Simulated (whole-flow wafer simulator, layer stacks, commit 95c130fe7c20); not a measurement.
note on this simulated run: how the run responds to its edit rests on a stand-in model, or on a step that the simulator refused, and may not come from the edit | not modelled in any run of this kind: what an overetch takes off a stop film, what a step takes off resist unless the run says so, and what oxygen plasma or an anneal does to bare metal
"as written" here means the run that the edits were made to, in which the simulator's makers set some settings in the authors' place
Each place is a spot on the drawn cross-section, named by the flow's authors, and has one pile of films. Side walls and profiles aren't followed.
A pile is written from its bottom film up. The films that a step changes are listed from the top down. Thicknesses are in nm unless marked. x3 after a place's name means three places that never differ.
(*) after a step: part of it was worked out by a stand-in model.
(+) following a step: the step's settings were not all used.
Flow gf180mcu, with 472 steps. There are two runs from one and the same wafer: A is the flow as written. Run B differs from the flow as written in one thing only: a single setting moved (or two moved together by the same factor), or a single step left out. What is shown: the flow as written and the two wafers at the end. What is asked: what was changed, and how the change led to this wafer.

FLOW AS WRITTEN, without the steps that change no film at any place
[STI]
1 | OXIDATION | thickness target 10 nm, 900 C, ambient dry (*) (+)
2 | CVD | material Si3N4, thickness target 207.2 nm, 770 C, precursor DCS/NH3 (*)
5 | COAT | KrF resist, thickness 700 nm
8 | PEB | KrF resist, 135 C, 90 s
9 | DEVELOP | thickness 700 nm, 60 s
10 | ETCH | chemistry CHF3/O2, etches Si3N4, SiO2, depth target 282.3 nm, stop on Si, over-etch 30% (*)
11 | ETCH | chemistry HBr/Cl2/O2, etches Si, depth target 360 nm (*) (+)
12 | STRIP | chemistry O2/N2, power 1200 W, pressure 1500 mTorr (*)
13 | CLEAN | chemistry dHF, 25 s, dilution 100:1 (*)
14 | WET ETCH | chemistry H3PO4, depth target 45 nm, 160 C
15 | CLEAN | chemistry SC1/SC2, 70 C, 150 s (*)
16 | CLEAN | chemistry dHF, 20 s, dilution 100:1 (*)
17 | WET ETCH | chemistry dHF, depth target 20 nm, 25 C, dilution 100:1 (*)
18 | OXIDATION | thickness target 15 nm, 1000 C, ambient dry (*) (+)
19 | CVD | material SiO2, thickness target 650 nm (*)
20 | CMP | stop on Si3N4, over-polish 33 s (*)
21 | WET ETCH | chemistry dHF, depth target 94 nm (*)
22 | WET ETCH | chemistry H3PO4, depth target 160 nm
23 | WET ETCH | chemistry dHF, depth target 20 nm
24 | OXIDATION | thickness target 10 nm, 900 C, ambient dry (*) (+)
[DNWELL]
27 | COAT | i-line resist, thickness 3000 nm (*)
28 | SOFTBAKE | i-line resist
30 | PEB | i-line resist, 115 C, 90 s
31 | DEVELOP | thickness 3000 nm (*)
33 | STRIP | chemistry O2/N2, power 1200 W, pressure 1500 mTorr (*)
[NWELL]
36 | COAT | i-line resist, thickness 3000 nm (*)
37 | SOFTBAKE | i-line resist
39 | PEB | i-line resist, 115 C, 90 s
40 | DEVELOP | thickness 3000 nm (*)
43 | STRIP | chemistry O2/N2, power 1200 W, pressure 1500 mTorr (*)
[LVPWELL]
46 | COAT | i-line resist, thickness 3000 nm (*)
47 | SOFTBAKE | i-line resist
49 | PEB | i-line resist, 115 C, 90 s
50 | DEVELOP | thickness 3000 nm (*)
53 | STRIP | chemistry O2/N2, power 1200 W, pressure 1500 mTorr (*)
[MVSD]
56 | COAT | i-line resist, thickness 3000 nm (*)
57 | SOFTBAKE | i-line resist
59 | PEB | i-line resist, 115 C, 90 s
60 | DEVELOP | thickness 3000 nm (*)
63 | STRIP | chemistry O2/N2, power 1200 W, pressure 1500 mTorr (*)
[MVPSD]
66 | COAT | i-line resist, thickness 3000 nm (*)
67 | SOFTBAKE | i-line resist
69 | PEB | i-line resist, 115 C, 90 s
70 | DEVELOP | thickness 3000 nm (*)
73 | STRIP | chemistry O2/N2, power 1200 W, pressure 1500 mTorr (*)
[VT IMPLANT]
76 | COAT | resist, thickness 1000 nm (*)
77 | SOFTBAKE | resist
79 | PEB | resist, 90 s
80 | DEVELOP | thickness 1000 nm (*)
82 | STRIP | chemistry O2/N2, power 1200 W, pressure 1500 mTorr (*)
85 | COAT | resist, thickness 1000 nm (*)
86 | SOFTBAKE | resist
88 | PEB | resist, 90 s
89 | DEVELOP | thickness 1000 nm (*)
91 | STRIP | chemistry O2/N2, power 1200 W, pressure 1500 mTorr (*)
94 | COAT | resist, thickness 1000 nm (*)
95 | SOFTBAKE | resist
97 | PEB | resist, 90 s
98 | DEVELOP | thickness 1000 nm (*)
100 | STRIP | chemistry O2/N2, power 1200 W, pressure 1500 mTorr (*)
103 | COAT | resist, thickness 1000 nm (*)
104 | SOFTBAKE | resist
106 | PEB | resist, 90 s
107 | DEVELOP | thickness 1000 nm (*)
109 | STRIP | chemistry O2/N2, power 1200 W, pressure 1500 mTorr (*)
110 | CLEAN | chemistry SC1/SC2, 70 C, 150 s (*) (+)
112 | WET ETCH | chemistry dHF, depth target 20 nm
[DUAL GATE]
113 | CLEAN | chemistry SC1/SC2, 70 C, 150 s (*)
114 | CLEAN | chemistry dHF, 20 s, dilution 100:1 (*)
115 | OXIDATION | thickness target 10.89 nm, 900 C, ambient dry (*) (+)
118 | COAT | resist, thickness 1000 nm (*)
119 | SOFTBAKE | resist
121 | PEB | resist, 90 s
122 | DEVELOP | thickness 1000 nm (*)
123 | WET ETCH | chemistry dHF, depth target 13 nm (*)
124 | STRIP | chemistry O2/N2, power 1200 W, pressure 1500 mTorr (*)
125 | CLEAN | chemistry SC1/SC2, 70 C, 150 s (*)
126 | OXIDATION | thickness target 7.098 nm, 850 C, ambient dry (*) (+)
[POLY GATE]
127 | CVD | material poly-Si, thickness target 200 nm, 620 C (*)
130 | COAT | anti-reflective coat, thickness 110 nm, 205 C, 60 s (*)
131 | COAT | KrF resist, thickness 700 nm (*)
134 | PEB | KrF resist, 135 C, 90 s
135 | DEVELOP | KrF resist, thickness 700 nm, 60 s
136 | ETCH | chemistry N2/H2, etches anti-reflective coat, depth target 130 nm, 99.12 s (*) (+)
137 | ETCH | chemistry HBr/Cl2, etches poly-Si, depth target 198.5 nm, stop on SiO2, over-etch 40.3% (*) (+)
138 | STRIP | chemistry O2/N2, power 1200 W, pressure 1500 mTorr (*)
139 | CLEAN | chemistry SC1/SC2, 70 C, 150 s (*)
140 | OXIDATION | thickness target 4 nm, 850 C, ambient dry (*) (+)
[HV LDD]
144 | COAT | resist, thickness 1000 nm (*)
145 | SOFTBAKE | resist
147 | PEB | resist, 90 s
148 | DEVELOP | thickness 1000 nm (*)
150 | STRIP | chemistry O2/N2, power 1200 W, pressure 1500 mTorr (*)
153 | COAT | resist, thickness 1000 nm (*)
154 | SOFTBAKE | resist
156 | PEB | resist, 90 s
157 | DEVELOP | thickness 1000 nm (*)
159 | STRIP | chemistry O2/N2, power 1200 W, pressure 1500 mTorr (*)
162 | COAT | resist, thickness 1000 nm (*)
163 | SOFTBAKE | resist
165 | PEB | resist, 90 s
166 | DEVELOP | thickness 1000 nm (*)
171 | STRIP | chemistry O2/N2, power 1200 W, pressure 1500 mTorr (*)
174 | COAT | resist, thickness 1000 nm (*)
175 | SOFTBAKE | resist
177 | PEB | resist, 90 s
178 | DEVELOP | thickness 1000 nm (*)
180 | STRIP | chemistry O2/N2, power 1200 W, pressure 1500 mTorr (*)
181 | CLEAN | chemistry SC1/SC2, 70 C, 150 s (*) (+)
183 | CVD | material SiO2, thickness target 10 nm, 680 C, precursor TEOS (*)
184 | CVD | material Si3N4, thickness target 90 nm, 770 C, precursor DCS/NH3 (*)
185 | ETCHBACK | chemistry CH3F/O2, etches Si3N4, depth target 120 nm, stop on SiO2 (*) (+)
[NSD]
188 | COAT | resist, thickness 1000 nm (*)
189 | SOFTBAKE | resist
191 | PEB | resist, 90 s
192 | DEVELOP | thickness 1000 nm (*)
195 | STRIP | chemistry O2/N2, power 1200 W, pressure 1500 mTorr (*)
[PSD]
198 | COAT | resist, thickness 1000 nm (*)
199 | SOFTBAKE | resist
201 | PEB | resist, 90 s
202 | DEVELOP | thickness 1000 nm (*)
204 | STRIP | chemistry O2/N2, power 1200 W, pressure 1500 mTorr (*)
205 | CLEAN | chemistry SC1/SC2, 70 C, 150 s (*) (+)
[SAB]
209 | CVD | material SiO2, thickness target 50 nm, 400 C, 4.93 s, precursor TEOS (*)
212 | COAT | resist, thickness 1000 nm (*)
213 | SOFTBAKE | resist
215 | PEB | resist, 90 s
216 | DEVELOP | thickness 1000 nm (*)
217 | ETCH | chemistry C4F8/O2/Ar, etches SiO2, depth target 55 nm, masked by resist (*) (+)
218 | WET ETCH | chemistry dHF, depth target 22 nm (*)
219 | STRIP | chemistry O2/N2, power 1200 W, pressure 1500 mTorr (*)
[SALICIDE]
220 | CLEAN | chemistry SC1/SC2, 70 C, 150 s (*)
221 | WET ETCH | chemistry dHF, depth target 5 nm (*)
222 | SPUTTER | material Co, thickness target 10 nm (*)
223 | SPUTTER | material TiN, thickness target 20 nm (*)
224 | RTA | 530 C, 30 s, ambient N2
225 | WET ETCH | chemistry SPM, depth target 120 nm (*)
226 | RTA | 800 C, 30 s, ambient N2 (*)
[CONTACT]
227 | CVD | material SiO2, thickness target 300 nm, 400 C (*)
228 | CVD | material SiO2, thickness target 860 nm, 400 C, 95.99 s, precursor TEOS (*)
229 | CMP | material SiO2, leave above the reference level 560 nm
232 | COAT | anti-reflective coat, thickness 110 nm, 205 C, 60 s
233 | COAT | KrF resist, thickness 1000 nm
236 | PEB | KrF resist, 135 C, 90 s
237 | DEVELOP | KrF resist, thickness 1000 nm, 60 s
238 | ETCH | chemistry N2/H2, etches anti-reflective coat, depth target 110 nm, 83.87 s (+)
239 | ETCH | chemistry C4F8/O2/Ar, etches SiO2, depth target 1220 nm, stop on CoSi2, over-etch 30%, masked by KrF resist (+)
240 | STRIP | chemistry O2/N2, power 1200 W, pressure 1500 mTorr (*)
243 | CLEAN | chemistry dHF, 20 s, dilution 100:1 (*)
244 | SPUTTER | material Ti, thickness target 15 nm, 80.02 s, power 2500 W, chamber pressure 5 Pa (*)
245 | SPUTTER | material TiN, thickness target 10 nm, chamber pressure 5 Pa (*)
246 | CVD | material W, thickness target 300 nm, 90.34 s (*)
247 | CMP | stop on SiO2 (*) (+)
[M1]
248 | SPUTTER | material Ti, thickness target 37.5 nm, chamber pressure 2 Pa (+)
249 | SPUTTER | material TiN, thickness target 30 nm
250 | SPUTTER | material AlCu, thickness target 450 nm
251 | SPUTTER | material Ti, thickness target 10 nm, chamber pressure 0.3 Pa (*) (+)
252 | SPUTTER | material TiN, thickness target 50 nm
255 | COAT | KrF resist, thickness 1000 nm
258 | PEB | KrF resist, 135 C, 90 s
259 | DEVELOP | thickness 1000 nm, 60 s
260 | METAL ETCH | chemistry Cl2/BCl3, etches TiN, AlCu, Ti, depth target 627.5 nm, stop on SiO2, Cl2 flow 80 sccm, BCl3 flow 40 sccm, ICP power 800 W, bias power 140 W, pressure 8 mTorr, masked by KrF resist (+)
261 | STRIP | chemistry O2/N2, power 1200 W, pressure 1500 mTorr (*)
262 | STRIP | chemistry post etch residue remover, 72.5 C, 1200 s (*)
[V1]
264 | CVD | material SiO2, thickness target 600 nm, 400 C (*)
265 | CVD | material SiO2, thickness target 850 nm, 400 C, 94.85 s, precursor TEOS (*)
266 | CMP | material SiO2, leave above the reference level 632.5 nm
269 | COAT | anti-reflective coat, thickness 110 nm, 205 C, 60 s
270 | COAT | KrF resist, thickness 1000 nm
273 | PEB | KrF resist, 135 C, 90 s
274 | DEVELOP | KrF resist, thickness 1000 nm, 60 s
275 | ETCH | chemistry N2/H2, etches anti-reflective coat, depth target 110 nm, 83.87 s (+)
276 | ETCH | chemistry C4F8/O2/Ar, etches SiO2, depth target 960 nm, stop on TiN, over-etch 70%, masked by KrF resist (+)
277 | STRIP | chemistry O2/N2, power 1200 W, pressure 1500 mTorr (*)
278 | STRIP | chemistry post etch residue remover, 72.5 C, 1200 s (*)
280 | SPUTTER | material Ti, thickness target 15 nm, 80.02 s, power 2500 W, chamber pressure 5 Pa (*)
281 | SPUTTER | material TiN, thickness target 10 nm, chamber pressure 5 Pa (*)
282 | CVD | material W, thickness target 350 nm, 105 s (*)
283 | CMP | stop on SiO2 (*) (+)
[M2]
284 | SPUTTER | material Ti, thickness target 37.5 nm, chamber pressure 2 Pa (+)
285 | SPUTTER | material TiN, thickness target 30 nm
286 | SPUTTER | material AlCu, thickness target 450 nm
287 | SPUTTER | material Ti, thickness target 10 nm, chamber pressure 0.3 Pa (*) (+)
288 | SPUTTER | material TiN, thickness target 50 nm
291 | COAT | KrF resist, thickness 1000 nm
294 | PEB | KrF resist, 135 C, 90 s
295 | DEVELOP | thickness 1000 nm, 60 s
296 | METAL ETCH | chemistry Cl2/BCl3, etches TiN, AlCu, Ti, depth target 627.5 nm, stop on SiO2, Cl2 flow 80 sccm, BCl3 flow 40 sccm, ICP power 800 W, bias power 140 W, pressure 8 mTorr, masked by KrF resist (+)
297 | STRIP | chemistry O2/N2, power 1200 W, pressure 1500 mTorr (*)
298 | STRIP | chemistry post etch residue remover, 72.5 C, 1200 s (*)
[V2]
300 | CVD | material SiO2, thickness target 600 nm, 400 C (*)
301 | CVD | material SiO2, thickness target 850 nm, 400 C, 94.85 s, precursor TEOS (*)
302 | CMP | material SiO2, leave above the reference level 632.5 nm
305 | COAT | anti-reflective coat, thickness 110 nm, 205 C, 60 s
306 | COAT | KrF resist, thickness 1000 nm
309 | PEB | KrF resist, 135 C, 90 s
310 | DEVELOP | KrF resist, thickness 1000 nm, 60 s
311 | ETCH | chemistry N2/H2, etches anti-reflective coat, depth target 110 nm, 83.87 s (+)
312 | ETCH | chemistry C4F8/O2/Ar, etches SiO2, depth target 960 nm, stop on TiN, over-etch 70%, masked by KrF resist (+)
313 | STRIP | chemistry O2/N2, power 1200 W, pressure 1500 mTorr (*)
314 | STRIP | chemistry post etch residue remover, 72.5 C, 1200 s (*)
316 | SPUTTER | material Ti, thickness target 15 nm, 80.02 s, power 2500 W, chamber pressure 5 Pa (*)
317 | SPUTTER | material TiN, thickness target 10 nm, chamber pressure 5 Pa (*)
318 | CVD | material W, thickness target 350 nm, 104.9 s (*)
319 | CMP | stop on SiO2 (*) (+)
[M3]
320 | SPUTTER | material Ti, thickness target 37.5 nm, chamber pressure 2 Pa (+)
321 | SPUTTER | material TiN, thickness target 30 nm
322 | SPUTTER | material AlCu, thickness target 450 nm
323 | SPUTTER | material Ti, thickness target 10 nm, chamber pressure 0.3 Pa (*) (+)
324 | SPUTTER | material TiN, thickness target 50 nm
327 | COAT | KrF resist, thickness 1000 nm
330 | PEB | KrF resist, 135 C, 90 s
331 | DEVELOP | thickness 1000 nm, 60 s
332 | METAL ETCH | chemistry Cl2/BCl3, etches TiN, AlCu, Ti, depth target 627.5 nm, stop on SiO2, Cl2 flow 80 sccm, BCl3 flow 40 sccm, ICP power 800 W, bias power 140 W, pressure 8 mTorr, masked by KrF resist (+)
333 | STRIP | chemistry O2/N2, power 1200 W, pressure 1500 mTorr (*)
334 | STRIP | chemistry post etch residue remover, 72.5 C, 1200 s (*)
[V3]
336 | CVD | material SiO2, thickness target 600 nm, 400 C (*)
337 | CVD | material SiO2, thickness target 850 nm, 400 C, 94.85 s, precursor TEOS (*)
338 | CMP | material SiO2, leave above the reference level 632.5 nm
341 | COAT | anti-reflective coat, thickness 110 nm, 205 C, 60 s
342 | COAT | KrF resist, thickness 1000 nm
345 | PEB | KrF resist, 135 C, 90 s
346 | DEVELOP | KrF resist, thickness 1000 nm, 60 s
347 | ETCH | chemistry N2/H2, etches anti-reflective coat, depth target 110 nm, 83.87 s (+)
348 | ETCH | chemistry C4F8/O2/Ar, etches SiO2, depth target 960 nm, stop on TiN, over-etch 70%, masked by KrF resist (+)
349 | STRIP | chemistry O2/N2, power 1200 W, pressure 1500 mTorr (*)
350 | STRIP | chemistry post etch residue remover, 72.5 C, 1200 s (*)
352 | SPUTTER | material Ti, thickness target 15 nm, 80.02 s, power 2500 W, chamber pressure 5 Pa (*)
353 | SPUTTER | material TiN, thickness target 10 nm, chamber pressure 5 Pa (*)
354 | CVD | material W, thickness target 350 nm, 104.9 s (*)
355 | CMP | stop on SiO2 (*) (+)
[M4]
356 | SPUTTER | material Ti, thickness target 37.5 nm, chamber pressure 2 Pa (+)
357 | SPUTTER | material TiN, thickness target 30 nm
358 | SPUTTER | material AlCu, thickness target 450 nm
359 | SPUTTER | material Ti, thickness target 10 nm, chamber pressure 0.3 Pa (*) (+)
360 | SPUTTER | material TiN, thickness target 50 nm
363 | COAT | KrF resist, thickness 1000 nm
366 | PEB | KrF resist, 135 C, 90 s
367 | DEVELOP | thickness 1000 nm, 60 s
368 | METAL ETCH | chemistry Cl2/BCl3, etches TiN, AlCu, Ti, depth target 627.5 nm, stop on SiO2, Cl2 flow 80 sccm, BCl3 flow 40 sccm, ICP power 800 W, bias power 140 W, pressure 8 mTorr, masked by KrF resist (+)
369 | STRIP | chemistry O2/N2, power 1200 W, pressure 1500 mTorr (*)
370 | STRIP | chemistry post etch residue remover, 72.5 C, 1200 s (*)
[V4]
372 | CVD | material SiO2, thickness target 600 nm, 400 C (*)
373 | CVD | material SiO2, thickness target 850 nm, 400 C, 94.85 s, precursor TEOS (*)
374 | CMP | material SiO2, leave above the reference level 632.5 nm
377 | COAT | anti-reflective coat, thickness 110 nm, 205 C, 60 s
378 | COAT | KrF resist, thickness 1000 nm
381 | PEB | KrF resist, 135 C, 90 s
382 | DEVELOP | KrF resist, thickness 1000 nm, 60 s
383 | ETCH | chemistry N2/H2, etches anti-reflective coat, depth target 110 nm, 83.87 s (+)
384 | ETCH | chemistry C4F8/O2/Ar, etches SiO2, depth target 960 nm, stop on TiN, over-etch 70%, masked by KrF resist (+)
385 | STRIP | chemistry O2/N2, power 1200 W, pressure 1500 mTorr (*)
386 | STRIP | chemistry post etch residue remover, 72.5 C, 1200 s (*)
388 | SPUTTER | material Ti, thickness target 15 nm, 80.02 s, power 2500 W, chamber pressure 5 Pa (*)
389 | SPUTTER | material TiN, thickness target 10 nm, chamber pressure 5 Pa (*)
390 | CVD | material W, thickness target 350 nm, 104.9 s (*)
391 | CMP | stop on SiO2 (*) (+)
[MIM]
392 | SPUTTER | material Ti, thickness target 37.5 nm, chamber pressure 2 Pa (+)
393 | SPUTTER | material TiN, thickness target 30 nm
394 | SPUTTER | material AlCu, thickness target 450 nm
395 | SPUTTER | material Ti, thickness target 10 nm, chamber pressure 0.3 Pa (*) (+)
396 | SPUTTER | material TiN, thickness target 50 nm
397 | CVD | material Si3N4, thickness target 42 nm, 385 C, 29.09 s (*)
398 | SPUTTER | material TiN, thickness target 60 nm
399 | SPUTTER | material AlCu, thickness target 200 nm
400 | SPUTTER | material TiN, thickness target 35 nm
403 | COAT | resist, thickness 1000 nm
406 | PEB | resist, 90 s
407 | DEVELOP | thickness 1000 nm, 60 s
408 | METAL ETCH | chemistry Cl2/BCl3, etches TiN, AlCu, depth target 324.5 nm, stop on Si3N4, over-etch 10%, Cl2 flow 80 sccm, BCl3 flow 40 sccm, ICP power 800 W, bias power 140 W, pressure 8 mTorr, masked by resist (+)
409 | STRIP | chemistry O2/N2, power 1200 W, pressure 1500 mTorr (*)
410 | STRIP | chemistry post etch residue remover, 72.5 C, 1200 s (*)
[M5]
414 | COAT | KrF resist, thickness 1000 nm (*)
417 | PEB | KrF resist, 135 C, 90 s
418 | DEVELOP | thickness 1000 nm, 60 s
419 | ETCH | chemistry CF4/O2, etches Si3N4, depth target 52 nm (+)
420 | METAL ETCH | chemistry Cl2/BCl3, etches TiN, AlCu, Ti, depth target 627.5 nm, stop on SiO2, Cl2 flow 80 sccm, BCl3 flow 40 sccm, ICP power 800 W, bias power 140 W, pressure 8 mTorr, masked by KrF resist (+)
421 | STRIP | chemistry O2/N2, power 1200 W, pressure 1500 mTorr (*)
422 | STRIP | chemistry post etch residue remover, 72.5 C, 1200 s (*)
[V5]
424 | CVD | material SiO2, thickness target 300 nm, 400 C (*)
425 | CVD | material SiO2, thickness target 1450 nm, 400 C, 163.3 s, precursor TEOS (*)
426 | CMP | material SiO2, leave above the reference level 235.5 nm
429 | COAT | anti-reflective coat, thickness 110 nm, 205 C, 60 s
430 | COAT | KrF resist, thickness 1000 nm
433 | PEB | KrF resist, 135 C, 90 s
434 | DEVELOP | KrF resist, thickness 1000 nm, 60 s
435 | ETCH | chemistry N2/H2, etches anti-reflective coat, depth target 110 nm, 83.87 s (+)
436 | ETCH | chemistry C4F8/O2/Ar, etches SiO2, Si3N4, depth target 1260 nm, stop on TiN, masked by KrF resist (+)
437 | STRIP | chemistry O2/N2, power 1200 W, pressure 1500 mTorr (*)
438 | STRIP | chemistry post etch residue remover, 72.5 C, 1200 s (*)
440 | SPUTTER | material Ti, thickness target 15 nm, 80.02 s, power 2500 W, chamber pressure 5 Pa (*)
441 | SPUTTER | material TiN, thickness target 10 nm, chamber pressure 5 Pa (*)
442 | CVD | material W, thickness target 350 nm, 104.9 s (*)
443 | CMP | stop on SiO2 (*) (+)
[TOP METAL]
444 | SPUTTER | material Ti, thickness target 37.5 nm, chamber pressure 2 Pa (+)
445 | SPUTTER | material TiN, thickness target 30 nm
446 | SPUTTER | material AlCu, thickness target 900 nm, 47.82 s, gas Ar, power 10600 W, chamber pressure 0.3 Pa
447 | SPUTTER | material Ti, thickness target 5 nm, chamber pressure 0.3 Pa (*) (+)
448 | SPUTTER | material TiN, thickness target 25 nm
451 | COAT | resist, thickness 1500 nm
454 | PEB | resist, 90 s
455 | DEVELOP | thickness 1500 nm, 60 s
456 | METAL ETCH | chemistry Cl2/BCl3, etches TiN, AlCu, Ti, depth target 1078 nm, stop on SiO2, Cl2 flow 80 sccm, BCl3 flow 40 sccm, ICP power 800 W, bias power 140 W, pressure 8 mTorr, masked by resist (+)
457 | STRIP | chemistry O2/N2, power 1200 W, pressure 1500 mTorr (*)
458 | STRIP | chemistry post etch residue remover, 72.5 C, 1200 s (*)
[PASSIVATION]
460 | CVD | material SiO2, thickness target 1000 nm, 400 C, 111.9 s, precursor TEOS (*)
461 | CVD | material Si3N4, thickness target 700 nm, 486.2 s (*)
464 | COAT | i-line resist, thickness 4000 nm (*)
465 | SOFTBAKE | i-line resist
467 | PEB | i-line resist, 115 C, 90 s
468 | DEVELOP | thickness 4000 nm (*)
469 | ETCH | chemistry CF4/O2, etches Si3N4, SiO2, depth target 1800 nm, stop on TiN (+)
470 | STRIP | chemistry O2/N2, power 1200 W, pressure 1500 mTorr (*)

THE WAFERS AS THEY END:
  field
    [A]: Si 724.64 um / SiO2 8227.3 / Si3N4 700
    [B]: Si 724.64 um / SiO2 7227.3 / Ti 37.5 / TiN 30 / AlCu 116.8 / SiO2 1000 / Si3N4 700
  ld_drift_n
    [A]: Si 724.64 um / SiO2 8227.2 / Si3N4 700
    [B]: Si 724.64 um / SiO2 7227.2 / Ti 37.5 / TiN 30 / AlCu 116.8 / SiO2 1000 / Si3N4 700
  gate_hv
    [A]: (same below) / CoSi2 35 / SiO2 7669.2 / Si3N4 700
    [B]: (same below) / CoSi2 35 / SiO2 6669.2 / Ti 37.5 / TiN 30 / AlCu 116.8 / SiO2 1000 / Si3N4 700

Cause: step 446, SPUTTER: thickness target 1170 nm was run, whereas the flow has thickness target 900 nm.

The path from the change to this, step by step:
  446 | SPUTTER | material AlCu, thickness target 900 nm, 47.82 s, gas Ar, power 10600 W, chamber pressure 0.3 Pa
      field, field__w1, field__w2 and 109 more: A AlCu gains 900 (new film) | B AlCu gains 1170 (new film)
  456 | METAL ETCH | chemistry Cl2/BCl3, etches TiN, AlCu, Ti, depth target 1078 nm, stop on SiO2, Cl2 flow 80 sccm, BCl3 flow 40 sccm, ICP power 800 W, bias power 140 W, pressure 8 mTorr, masked by resist (+)
      field, field__w1, field__w2 and 103 more: A TiN loses 25 (all of it), Ti loses 5 (all of it), AlCu loses 900 (all of it), TiN loses 30 (all of it), Ti loses 37.5 (all of it) | B TiN loses 25 (all of it), Ti loses 5 (all of it), AlCu loses 1047.5
  458 | STRIP | chemistry post etch residue remover, 72.5 C, 1200 s (*)
      field, field__w1, field__w2 and 103 more: A nothing | B AlCu loses 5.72
  460 | CVD | material SiO2, thickness target 1000 nm, 400 C, 111.9 s, precursor TEOS (*)
      field, field__w1, field__w2 and 103 more: A SiO2 gains 1000 | B SiO2 gains 1000 (new film)
  464 | COAT | i-line resist, thickness 4000 nm (*)
      field__w8: A i-line resist gains 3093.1 (new film) | B i-line resist gains 3018.1 (new film)
      contact: A i-line resist gains 3153.6 (new film) | B i-line resist gains 3059.2 (new film)
      (also at 4 further places)
  465 | SOFTBAKE | i-line resist
      field__w5, field__w9: A i-line resist gains 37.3 | B i-line resist gains 34.2
      field__w11, field__w13: A i-line resist gains 37.9 | B i-line resist gains 35.5
      (also at 56 further places)
  467 | PEB | i-line resist, 115 C, 90 s
      field__w8, m1__w1: A i-line resist loses 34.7 | B i-line resist loses 33.3
      contact, m1: A i-line resist loses 35.1 | B i-line resist loses 33.6
      (also at 2 further places)
  468 | DEVELOP | thickness 4000 nm (*)
      pad: A i-line resist loses 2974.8 (all of it) | B i-line resist loses 2889.9 (all of it)
  470 | STRIP | chemistry O2/N2, power 1200 W, pressure 1500 mTorr (*)
      field__w8, m1__w1: A i-line resist loses 1787.7 (all of it) | B i-line resist loses 1705.3 (all of it)
      contact: A i-line resist loses 1811.2 (all of it) | B i-line resist loses 1722 (all of it)
      (also at 2 further places)
Taking metal films that touch as one body, field has 1 body; the flow as written gives 0 bodies.
Taking metal films that touch as one body, ld_drift_n has 1 body; the flow as written gives 0 bodies.
Taking metal films that touch as one body, gate_hv has 2 bodies (between them, from the top down: SiO2 6669.2); the flow as written gives 1 body.
